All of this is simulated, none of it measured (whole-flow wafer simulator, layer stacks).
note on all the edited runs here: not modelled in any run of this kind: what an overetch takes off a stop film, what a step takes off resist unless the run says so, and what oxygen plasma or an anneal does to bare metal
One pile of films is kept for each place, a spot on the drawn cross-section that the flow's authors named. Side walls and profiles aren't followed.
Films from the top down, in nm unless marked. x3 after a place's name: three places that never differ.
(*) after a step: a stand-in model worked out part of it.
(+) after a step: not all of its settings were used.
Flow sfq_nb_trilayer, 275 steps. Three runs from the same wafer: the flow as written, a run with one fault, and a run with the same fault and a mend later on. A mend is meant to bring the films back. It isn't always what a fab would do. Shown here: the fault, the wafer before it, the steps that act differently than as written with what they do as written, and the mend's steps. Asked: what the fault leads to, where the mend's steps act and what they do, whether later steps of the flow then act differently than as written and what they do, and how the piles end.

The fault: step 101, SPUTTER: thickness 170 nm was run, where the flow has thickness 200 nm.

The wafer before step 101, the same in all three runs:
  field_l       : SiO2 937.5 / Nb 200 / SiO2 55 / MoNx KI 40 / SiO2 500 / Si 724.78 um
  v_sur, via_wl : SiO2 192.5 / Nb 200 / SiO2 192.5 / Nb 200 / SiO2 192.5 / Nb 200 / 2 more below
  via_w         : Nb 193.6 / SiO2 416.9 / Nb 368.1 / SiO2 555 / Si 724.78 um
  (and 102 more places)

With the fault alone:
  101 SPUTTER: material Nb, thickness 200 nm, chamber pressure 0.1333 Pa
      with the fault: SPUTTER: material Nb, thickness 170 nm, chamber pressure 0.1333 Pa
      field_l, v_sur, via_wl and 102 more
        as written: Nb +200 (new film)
        with the fault: Nb +170 (new film)
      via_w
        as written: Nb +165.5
        with the fault: Nb +140.5
  Later steps of the flow that act differently than as written (5 more steps differ only slightly, by at most 2% or 0.5 nm, whichever is larger, and aren't shown):
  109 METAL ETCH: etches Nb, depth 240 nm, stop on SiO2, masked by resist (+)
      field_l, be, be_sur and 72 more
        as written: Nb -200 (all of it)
        with the fault: Nb -170 (all of it)
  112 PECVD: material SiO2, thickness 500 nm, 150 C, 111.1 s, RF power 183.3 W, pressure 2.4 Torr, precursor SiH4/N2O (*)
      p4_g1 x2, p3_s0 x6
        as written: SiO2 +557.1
        with the fault: SiO2 +527.1
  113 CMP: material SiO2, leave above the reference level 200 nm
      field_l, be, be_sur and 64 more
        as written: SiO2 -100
        with the fault: SiO2 -130
  At the end the piles differ from the flow's by more than 2% or 0.5 nm, whichever is larger, at v_sur, via_wl, via_w and 36 more.
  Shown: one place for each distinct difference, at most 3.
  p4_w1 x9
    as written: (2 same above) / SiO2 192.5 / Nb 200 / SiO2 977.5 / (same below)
    with the fault: (2 same above) / SiO2 192.5 / Nb 170 / SiO2 977.5 / (same below)
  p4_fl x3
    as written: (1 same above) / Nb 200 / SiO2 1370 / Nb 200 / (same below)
    with the fault: (1 same above) / Nb 200 / SiO2 1340 / Nb 200 / (same below)
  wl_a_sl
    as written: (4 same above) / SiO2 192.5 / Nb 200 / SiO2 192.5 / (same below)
    with the fault: (4 same above) / SiO2 192.5 / Nb 170 / SiO2 192.5 / (same below)

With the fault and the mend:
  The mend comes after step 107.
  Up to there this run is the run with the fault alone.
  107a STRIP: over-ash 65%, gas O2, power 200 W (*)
      p4_fl x3, p4_g1 x2, p3_s0 x6 and 42 more
        anti-reflective coat -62 (all of it)
      p4_w1 x9, wl_j_sl, wl_jj and 13 more
        KrF resist -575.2 (all of it), anti-reflective coat -62 (all of it)
      r_sur, res, r_end and 9 more
        anti-reflective coat -61.8 (all of it)
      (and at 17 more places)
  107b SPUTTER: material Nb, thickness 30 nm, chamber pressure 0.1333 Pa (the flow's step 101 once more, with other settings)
      field_l, v_sur, via_wl and 102 more
        Nb +30
      via_w
        Nb +22.9
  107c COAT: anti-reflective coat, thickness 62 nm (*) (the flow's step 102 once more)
      p4_fl x3, p4_w1 x9, p4_g1 x2 and 63 more
        anti-reflective coat +62 (new film)
      r_sur, res, r_end and 9 more
        anti-reflective coat +61.8 (new film)
      jj_sur, ce_l, c5j, ce_r, sp_r, be_r
        anti-reflective coat +61.7 (new film)
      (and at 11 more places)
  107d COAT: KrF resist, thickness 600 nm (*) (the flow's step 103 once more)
      p4_fl x3, p4_w1 x9, p4_g1 x2 and 63 more
        KrF resist +600 (new film)
      r_end, moat, field_r, lsp_l, lsp_r, l0_sur
        KrF resist +599.4 (new film)
      be_r, r_sur, res, l0v
        KrF resist +599.3 (new film)
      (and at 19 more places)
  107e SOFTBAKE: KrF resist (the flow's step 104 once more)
      changes no film at any place that is followed
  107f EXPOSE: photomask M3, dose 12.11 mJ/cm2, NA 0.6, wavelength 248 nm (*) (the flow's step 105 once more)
      changes no film at any place that is followed
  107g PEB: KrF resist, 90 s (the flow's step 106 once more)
      wire, be, be_sur and 96 more
        KrF resist -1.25
      field_l, via_v
        KrF resist -1.24
      via_wl, via_wr
        KrF resist -1.26
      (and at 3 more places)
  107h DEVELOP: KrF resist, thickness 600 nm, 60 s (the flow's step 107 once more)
      p4_fl x3, p4_g1 x2, p3_s0 x6 and 42 more
        KrF resist -598.7 (all of it)
      v_sur, via_wl, via_w and 28 more
        KrF resist -23.5
      field_r, lsp_l, ln_m5, lsp_m, ln_m6, lsp_r, l0_sur
        KrF resist -598.2 (all of it)
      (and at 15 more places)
  No later step of the flow acts differently than as written, at any place that is followed, by more than 2% or 0.5 nm, whichever is larger.
  At the end the piles differ from the flow's only slightly at the places that both follow, by at most 2% or 0.5 nm, whichever is larger.
